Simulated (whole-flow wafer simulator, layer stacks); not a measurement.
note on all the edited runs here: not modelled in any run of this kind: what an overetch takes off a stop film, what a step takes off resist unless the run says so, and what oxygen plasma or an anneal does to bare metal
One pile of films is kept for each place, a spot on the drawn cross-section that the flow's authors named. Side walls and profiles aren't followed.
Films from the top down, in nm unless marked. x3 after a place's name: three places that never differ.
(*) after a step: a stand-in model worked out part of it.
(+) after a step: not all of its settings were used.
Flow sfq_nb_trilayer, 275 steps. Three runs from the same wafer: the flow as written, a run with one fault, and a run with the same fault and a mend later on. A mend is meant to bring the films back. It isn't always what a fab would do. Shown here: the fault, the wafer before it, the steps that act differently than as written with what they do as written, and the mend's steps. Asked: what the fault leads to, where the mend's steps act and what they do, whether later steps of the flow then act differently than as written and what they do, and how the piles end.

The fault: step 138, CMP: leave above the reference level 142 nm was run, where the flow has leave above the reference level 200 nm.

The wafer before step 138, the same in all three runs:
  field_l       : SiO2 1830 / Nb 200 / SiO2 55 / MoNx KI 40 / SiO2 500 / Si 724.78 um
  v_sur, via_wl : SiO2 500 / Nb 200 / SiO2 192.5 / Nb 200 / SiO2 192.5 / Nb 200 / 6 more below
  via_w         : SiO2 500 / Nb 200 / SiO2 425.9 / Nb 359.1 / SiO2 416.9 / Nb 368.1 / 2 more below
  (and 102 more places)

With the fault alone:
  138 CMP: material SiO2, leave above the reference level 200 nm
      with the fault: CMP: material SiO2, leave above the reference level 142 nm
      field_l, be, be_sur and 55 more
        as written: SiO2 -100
        with the fault: SiO2 -158
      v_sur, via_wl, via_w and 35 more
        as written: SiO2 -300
        with the fault: SiO2 -358
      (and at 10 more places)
  Later steps of the flow that act differently than as written (6 more steps differ only slightly, by at most 2% or 0.5 nm, whichever is larger, and aren't shown):
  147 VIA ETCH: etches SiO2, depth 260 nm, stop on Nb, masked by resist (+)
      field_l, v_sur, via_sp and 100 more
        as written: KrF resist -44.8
        with the fault: KrF resist -36.7
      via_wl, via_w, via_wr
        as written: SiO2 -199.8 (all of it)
        with the fault: SiO2 -141.8 (all of it)
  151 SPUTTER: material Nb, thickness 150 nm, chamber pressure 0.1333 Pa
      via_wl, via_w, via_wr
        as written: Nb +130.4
        with the fault: Nb +137.2
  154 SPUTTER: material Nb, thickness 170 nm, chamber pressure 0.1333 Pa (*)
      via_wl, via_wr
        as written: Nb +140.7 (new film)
        with the fault: Nb +119.9 (new film)
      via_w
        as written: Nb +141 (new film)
        with the fault: Nb +164.1 (new film)
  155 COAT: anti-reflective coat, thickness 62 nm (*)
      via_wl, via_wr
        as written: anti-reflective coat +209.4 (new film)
        with the fault: anti-reflective coat +201.2 (new film)
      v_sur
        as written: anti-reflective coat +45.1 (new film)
        with the fault: anti-reflective coat +47.9 (new film)
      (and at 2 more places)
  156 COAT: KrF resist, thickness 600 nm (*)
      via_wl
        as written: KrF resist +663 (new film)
        with the fault: KrF resist +641.8 (new film)
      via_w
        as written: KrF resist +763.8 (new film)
        with the fault: KrF resist +697.5 (new film)
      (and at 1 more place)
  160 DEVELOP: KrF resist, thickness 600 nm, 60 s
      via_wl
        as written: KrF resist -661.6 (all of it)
        with the fault: KrF resist -640.5 (all of it)
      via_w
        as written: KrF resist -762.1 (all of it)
        with the fault: KrF resist -696 (all of it)
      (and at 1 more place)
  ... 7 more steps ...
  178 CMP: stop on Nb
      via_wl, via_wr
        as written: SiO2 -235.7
        with the fault: SiO2 -300.4
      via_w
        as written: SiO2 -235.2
        with the fault: SiO2 -299.8
  At the end the piles differ from the flow's by more than 2% or 0.5 nm, whichever is larger, at v_sur, via_wl, via_w and 86 more.
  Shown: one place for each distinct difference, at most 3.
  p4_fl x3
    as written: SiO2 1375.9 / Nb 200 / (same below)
    with the fault: SiO2 1317.9 / Nb 200 / (same below)
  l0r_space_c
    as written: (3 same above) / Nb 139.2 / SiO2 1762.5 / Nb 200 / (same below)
    with the fault: (3 same above) / Nb 139.2 / SiO2 1704.5 / Nb 200 / (same below)
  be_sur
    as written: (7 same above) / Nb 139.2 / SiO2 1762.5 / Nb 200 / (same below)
    with the fault: (7 same above) / Nb 139.2 / SiO2 1704.5 / Nb 200 / (same below)

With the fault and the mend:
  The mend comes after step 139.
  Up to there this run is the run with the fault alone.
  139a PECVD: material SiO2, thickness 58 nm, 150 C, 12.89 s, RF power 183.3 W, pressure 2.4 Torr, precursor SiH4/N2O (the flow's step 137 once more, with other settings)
      field_l, v_sur, via_wl and 103 more
        SiO2 +58
  No later step of the flow acts differently than as written, at any place that is followed, by more than 2% or 0.5 nm, whichever is larger.
  At the end the piles differ from the flow's only slightly at the places that both follow, by at most 2% or 0.5 nm, whichever is larger.
